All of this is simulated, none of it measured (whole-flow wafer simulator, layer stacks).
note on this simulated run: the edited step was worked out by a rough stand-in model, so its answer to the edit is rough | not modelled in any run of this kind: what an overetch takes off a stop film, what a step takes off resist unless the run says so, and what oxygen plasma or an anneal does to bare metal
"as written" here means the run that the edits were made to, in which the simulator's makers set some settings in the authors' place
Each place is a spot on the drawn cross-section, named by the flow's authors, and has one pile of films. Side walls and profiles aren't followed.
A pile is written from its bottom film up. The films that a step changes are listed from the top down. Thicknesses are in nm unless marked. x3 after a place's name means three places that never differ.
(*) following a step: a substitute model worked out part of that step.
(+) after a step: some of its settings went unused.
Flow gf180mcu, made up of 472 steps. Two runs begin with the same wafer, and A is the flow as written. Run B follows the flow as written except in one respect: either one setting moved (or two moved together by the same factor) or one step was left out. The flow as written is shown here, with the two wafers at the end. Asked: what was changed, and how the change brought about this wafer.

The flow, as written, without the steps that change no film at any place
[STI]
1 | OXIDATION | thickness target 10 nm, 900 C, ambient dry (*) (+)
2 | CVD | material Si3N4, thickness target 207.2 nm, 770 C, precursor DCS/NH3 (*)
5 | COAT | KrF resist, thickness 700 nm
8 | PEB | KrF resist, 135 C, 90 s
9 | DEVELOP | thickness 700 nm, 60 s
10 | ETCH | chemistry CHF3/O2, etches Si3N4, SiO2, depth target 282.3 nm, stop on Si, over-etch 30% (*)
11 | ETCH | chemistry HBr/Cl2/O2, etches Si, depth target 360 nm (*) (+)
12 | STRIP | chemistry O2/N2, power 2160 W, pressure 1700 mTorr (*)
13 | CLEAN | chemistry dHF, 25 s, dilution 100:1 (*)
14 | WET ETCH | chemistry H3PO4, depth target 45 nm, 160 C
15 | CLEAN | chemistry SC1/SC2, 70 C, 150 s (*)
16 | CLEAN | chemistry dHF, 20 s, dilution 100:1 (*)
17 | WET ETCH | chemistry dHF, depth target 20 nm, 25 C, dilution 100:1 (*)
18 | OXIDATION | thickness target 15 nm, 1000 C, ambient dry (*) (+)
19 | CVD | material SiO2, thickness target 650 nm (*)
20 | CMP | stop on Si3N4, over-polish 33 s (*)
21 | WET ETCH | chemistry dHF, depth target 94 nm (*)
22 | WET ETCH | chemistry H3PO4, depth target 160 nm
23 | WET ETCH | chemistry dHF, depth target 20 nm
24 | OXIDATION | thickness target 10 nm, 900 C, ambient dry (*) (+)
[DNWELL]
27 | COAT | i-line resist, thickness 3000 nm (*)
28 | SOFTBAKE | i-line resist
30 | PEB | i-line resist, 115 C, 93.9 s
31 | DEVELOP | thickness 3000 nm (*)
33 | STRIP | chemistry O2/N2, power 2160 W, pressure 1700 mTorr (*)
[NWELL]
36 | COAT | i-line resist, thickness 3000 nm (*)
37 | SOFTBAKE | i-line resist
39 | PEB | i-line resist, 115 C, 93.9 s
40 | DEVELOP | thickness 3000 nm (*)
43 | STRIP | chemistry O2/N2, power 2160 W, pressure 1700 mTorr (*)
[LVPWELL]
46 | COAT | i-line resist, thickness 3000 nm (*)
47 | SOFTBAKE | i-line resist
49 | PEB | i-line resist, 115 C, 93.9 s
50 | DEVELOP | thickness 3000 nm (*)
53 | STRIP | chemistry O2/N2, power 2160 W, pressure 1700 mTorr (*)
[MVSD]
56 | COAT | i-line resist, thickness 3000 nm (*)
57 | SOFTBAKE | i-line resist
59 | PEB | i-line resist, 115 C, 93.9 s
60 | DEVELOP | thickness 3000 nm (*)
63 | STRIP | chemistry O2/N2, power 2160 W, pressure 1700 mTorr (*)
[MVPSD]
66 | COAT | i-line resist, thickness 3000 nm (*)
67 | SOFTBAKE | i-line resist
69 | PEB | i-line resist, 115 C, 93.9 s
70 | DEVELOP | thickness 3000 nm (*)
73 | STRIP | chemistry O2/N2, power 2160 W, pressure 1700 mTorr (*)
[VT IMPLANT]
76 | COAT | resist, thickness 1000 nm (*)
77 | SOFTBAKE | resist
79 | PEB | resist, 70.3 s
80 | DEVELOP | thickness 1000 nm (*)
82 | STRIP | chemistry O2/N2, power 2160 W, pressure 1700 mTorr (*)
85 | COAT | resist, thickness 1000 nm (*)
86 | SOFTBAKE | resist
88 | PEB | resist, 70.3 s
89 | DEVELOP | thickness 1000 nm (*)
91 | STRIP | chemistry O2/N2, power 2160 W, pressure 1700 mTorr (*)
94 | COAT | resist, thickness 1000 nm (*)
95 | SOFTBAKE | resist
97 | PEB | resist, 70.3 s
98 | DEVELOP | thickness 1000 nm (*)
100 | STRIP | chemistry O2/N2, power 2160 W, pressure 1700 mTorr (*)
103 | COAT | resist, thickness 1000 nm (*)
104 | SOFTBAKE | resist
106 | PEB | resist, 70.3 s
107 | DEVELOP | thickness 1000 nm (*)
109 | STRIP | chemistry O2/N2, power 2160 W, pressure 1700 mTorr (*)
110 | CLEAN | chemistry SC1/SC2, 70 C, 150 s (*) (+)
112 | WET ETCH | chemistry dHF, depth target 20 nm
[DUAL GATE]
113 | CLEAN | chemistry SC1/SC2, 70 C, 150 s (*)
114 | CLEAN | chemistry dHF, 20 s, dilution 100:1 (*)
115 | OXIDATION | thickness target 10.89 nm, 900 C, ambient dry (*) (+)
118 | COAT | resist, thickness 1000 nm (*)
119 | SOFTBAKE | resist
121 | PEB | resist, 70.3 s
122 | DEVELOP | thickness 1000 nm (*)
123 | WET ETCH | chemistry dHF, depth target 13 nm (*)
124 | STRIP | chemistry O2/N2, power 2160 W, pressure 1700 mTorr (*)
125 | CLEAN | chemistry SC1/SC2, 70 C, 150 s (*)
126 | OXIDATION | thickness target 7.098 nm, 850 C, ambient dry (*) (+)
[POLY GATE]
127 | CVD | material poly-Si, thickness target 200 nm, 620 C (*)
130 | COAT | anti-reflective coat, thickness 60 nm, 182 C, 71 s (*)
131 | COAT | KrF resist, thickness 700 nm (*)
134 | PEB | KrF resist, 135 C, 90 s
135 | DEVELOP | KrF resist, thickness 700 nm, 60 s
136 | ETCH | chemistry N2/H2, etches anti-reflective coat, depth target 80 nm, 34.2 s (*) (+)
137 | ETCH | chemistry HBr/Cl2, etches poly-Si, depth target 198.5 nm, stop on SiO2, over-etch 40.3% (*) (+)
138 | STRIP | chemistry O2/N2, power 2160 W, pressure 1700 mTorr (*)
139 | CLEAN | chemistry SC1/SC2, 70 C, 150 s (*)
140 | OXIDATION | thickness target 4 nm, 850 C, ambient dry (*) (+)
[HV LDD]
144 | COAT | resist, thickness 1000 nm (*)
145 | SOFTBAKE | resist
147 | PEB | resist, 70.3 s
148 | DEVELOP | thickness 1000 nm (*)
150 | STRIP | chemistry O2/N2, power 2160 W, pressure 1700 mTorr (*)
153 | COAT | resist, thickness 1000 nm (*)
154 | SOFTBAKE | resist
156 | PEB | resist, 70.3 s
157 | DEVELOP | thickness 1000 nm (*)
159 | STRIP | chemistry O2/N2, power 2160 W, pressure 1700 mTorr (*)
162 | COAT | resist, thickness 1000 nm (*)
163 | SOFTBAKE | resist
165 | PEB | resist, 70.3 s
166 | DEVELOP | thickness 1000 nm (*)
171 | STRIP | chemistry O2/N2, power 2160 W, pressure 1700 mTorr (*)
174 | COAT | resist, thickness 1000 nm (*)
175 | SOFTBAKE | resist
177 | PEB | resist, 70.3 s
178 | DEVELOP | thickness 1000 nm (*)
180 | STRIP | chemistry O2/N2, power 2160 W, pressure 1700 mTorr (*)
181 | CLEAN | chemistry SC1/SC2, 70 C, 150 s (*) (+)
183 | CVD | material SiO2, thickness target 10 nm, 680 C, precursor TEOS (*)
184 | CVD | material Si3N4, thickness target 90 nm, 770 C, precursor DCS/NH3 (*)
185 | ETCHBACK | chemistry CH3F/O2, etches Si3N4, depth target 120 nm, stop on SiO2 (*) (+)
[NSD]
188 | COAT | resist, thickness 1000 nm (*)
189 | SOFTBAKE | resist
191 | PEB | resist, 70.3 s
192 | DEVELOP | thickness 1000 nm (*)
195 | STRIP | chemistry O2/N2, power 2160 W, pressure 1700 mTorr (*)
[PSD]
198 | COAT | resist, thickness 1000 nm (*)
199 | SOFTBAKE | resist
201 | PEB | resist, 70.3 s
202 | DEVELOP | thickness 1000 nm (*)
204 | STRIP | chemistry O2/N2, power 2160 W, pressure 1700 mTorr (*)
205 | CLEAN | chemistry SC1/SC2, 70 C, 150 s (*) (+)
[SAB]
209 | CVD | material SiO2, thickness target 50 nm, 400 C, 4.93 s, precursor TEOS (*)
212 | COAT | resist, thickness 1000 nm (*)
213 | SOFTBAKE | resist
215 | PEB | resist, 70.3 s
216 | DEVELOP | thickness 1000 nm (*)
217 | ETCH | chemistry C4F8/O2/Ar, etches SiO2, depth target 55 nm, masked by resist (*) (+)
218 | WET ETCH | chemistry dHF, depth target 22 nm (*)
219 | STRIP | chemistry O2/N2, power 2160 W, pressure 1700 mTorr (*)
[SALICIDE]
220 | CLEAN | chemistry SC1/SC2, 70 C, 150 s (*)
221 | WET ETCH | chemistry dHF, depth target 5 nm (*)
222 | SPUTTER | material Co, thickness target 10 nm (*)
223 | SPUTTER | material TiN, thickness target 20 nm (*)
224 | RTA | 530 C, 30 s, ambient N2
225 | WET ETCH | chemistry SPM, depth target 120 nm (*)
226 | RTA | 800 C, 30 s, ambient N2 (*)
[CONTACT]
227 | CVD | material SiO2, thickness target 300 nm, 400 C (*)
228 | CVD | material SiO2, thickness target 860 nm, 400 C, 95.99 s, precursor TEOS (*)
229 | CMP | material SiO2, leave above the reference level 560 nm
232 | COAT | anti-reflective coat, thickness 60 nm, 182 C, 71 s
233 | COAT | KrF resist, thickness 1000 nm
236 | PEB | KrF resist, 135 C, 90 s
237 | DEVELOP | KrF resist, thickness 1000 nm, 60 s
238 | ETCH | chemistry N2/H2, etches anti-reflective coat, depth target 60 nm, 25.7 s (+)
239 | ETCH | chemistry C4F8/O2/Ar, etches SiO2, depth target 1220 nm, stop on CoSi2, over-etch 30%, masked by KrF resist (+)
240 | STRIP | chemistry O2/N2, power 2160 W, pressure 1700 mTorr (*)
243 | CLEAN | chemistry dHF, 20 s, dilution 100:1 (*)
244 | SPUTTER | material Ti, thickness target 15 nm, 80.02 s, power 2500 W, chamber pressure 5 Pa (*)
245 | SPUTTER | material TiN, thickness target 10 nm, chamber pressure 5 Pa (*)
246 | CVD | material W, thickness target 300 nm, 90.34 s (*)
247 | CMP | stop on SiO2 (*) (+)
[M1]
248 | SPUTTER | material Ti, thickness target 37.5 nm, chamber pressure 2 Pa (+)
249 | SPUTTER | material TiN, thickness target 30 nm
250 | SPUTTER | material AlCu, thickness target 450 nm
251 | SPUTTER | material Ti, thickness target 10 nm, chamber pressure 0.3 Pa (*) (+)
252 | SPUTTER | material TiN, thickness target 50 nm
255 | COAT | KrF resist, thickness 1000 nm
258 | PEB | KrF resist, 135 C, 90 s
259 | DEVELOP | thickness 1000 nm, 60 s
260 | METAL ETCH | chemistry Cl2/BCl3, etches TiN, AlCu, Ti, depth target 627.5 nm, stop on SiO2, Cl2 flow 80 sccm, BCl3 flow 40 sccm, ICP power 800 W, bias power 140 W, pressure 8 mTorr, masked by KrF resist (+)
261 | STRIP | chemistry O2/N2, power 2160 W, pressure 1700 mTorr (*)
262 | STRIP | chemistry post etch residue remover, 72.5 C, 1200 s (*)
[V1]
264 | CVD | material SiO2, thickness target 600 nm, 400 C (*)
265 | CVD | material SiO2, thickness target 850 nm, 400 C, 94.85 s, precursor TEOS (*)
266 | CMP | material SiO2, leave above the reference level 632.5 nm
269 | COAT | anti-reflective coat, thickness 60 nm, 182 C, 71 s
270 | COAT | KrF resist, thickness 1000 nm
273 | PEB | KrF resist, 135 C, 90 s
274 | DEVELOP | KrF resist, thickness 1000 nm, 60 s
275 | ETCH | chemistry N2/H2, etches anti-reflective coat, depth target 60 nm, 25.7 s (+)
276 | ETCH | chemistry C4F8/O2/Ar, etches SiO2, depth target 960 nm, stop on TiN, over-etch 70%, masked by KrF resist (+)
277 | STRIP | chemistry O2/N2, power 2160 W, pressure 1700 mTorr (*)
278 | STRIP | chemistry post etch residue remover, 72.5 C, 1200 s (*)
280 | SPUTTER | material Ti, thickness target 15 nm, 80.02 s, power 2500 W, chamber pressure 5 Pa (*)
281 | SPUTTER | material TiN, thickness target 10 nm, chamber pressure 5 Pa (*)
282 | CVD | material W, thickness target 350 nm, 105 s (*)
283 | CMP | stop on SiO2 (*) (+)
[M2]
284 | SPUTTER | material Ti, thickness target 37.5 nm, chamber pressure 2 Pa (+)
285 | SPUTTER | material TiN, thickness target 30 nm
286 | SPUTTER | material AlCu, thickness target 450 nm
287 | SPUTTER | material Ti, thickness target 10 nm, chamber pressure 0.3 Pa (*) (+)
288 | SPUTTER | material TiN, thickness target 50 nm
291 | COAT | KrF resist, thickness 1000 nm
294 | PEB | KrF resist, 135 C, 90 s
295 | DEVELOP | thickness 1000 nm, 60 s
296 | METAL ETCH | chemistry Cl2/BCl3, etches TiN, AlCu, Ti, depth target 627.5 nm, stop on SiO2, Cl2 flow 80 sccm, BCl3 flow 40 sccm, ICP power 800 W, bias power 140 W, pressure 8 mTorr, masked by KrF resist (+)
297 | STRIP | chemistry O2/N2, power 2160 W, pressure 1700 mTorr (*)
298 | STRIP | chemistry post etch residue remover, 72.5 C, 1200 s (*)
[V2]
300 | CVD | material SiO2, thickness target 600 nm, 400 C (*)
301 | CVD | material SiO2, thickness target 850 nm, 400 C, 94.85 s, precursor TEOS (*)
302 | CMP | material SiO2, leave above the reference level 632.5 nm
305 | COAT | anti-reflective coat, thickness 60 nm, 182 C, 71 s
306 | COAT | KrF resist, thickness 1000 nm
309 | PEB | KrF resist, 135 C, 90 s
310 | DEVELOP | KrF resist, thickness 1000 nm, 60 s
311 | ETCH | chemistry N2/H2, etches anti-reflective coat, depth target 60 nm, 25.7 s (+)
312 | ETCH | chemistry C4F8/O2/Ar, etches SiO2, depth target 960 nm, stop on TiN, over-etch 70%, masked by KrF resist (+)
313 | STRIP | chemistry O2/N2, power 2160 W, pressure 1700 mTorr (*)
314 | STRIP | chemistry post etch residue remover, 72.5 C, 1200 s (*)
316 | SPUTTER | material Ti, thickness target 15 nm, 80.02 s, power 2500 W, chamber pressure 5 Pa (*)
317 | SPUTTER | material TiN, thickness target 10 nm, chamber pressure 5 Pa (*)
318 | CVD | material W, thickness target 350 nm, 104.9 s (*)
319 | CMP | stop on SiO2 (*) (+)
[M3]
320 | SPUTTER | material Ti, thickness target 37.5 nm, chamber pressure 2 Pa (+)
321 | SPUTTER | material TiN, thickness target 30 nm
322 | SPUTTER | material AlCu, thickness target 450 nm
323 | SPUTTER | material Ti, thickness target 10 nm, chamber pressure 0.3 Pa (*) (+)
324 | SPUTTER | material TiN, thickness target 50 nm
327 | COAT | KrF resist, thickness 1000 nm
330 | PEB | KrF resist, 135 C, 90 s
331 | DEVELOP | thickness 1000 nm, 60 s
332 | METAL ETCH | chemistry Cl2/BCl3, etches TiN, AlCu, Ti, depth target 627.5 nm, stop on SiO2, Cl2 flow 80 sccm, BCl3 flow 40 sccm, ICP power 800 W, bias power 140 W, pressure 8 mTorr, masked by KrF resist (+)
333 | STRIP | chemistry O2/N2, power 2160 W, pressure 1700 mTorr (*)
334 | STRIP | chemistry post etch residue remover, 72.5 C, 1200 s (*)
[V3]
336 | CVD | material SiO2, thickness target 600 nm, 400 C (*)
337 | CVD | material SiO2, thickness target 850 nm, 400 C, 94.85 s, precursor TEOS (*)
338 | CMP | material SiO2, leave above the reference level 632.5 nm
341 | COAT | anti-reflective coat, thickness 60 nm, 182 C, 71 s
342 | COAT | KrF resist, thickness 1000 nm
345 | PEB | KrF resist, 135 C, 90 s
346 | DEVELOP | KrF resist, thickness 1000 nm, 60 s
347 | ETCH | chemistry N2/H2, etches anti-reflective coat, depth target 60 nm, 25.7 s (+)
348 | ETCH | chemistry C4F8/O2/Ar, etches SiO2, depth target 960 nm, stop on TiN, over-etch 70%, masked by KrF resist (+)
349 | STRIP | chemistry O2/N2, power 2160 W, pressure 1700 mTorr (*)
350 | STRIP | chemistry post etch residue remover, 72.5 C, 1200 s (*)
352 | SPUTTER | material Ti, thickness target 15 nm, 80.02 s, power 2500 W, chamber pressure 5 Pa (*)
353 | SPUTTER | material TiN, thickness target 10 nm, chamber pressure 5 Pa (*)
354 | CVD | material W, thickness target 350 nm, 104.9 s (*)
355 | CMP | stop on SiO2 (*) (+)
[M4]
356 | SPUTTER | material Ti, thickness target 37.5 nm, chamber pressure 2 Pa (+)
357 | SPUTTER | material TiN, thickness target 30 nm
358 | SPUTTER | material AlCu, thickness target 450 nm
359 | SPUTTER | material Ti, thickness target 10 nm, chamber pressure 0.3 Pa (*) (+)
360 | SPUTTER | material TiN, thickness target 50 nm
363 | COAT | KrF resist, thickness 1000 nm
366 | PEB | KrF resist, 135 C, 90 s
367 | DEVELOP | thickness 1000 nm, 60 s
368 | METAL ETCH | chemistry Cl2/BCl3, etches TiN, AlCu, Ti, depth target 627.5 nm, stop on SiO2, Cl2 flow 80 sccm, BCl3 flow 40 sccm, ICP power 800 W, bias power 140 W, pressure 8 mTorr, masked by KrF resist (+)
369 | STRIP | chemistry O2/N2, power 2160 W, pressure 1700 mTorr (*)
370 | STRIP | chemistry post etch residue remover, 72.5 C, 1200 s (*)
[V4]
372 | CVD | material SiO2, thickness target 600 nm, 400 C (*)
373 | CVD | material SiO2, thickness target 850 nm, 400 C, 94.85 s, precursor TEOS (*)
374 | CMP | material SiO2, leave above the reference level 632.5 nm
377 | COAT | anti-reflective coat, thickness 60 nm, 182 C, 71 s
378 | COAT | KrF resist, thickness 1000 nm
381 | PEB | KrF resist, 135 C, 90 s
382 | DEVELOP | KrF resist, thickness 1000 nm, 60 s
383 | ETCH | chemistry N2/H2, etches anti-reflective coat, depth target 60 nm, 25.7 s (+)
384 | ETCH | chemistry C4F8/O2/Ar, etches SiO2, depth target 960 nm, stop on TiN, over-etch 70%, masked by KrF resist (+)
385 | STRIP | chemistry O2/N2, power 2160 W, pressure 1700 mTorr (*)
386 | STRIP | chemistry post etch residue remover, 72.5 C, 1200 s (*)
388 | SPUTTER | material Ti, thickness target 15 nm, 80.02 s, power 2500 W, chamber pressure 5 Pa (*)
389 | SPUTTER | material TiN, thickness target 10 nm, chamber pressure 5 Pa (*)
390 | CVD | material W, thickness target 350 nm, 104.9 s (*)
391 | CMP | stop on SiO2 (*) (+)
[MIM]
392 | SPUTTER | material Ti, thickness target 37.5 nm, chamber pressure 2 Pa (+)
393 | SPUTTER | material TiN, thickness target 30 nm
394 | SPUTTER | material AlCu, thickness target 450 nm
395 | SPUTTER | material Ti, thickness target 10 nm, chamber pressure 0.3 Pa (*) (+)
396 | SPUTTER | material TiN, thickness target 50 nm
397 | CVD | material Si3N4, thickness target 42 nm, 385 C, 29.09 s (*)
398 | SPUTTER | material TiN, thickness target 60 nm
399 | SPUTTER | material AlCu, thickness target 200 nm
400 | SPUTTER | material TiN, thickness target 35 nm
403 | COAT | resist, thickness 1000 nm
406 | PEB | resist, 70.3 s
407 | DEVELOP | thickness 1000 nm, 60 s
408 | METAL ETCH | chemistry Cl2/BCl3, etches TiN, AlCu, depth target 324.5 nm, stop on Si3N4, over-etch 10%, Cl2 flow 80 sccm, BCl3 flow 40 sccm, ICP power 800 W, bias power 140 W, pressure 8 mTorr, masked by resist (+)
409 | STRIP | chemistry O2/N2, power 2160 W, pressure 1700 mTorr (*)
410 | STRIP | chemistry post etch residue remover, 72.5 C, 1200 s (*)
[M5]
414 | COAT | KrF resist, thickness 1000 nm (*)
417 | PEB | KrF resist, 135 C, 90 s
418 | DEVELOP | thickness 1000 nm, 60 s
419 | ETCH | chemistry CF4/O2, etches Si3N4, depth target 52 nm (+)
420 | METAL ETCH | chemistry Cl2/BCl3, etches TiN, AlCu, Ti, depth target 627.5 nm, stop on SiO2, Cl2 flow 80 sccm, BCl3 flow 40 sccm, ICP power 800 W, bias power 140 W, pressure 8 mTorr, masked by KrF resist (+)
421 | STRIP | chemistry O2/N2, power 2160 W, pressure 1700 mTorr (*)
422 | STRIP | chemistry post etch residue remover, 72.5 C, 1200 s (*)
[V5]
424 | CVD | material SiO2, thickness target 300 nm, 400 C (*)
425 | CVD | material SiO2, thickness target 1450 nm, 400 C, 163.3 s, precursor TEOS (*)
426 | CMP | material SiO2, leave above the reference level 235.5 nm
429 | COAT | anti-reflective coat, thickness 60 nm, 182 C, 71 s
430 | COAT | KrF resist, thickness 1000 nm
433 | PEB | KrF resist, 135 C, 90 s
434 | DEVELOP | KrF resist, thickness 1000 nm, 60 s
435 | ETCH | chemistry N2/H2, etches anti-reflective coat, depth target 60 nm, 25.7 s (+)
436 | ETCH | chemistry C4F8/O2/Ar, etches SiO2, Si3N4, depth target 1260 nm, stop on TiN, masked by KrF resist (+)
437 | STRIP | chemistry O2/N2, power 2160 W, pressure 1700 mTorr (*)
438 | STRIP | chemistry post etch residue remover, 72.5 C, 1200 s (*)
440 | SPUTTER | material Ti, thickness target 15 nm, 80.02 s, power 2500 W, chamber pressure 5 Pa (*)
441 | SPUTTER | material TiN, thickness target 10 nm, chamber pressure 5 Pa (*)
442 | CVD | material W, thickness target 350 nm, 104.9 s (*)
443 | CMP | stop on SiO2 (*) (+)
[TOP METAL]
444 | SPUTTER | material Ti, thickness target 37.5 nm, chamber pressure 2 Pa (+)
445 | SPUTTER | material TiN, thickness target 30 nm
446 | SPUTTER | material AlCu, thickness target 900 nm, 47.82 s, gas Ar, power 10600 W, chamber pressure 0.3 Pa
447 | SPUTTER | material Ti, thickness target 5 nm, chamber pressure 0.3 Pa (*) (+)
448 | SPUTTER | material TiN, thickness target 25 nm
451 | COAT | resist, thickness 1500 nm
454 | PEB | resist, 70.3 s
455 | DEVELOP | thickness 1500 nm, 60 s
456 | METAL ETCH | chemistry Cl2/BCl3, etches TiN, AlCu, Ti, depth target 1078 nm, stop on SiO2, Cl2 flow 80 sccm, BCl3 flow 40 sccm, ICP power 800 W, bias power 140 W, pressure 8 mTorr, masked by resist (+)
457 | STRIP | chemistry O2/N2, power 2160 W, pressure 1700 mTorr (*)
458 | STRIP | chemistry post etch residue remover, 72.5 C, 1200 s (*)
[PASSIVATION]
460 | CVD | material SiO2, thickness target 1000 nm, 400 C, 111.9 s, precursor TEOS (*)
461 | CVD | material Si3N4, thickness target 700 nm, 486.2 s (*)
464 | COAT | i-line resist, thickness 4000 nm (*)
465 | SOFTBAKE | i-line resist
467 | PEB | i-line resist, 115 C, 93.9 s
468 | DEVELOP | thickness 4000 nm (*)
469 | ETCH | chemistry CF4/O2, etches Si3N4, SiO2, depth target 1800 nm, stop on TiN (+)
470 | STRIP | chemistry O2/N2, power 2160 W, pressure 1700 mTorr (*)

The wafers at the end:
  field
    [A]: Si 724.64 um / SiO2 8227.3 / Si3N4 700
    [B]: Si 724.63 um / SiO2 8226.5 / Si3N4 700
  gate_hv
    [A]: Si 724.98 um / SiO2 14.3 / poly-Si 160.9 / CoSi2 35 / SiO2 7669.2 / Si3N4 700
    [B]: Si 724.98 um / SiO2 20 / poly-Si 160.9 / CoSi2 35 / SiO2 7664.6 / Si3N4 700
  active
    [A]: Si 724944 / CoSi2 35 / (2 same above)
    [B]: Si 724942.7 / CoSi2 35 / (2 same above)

What caused this: step 115, OXIDATION: thickness target 17.15 nm was run, though the flow has thickness target 10.89 nm.

How this came from the change, step by step:
  115 | OXIDATION | thickness target 10.89 nm, 900 C, ambient dry (*) (+)
      active, n_well, p_well and 40 more: A +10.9 SiO2 (new film), -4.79 Si | B +17.1 SiO2 (new film), -7.54 Si
      sti, mim_1p0, pad and 19 more: A +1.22 SiO2, -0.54 Si | B +2.5 SiO2, -1.1 Si
      (and at 27 other places as well)
  123 | WET ETCH | chemistry dHF, depth target 13 nm (*)
      active, n_well, p_well and 12 more: A -10.9 SiO2 (all of it) | B -13 SiO2
  124 | STRIP | chemistry O2/N2, power 2160 W, pressure 1700 mTorr (*)
      active, n_well, p_well and 12 more: A +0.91 chemical SiO2 (new film), -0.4 Si | B nothing
  126 | OXIDATION | thickness target 7.098 nm, 850 C, ambient dry (*) (+)
      active, n_well, p_well and 12 more: A +7.1 SiO2 (new film), -0.76 chemical SiO2 (all of it), -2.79 Si | B +4.65 SiO2, -2.05 Si
      gate_hv, active_hv, active_nat and 25 more: A +3.72 SiO2, -1.64 Si | B +3.17 SiO2, -1.39 Si
  130 | COAT | anti-reflective coat, thickness 60 nm, 182 C, 71 s (*)
      ld_fp_p, ld_drift_p: A +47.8 anti-reflective coat (new film) | B +49.2 anti-reflective coat (new film)
      ldn_fp, ldp_fp: A +48.5 anti-reflective coat (new film) | B +49.8 anti-reflective coat (new film)
      (and at 9 other places as well)
  136 | ETCH | chemistry N2/H2, etches anti-reflective coat, depth target 80 nm, 34.2 s (*) (+)
      ldn_dft, ldp_dft: A -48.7 anti-reflective coat (all of it), -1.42 poly-Si | B -49.9 anti-reflective coat (all of it), -1.39 poly-Si
      field__w6: A -55.2 anti-reflective coat (all of it), -1.25 poly-Si | B -56.7 anti-reflective coat (all of it), -1.21 poly-Si
      (and at 5 other places as well)
  138 | STRIP | chemistry O2/N2, power 2160 W, pressure 1700 mTorr (*)
      ld_fp_n: A +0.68 chemical SiO2 (new film), -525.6 KrF resist (all of it), -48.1 anti-reflective coat (all of it), -0.3 poly-Si | B +0.68 chemical SiO2 (new film), -525.6 KrF resist (all of it), -49.2 anti-reflective coat (all of it), -0.3 poly-Si
      ld_fp_p: A +0.68 chemical SiO2 (new film), -526.2 KrF resist (all of it), -47.8 anti-reflective coat (all of it), -0.3 poly-Si | B +0.68 chemical SiO2 (new film), -525.9 KrF resist (all of it), -49.2 anti-reflective coat (all of it), -0.3 poly-Si
      (and at 3 other places as well)
  189 | SOFTBAKE | resist
      field__w9: A +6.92 resist | B -3.06 resist
      active_nat: A +5.49 resist | B +9.35 resist
  199 | SOFTBAKE | resist
      field__w9: A +6.92 resist | B -3.06 resist
      active_nat: A +5.49 resist | B +9.35 resist
  218 | WET ETCH | chemistry dHF, depth target 22 nm (*)
      active, p_well, sd_n, iso_ptap_pw, iso_ntap_nw, iso_ptap_sub, vpnp_e: A -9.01 SiO2 (all of it) | B -10.3 SiO2 (all of it)
      ldn_tap, ldn_src, ldn_drn, ldp_tap, ldp_src, ldp_drn, ldp_gr: A -16 SiO2 (all of it) | B -21.6 SiO2 (all of it)
      (and at 9 other places as well)
